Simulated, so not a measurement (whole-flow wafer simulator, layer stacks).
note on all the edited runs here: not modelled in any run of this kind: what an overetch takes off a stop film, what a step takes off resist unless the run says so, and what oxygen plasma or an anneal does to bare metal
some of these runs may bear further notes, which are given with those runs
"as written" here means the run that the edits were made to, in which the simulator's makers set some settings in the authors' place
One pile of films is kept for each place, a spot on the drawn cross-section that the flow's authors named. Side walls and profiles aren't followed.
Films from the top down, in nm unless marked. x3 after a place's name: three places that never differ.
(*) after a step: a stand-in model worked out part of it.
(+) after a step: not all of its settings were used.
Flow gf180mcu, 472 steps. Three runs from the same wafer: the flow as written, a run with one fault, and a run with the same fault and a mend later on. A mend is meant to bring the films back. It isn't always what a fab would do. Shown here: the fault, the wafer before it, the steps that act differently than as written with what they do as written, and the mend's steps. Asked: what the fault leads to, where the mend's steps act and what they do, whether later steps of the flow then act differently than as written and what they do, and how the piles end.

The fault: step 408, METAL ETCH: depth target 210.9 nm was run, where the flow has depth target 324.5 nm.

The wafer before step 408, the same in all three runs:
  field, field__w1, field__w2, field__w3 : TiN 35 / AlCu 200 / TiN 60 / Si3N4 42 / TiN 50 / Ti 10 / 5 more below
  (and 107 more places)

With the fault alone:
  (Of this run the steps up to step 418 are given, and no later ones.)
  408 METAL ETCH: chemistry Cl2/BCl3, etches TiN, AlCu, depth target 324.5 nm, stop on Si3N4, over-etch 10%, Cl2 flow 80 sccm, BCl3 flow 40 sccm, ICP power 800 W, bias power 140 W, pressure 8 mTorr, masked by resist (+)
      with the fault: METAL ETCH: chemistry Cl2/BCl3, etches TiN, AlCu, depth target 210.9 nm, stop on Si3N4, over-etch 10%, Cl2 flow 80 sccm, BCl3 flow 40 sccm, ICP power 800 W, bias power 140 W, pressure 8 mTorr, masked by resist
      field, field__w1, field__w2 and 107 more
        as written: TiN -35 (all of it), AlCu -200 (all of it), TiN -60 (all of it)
        with the fault: TiN -35 (all of it), AlCu -175.9
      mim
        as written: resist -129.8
        with the fault: resist -84.4
  Later steps of the flow that act differently than as written (1 more step differs only slightly, by at most 2% or 0.5 nm, whichever is larger, and isn't shown):
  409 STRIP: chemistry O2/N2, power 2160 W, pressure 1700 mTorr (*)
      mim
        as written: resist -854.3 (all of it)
        with the fault: resist -899.8 (all of it)
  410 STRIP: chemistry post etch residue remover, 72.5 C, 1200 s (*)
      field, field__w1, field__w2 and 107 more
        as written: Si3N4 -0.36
        with the fault: AlCu -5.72
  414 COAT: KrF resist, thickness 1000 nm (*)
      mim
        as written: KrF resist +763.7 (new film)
        with the fault: KrF resist +824.5 (new film)
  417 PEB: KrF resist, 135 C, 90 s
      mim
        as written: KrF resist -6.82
        with the fault: KrF resist -7.78
  After step 418 the piles differ from the flow's by more than 2% or 0.5 nm, whichever is larger, at field, field__w1, field__w2 and 109 more.
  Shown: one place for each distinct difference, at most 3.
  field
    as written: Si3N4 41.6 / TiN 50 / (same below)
    with the fault: AlCu 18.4 / TiN 60 / Si3N4 42 / TiN 50 / (same below)
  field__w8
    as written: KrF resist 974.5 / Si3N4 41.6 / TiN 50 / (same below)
    with the fault: KrF resist 974.5 / AlCu 18.4 / TiN 60 / Si3N4 42 / TiN 50 / (same below)
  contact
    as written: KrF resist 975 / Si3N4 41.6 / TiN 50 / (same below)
    with the fault: KrF resist 974.9 / AlCu 18.4 / TiN 60 / Si3N4 42 / TiN 50 / (same below)

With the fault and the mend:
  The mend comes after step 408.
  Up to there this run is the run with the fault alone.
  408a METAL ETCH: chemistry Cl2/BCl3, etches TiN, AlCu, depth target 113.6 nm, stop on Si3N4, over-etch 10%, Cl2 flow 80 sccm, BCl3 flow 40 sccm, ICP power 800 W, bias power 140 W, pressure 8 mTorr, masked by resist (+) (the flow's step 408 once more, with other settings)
      field, field__w1, field__w2 and 107 more
        AlCu -24.1 (all of it), TiN -60 (all of it)
      mim
        resist -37
  No later step of the flow acts differently than as written, at any place that is followed, by more than 2% or 0.5 nm, whichever is larger.
  At the end the piles are the same as the flow's at every place that both follow.
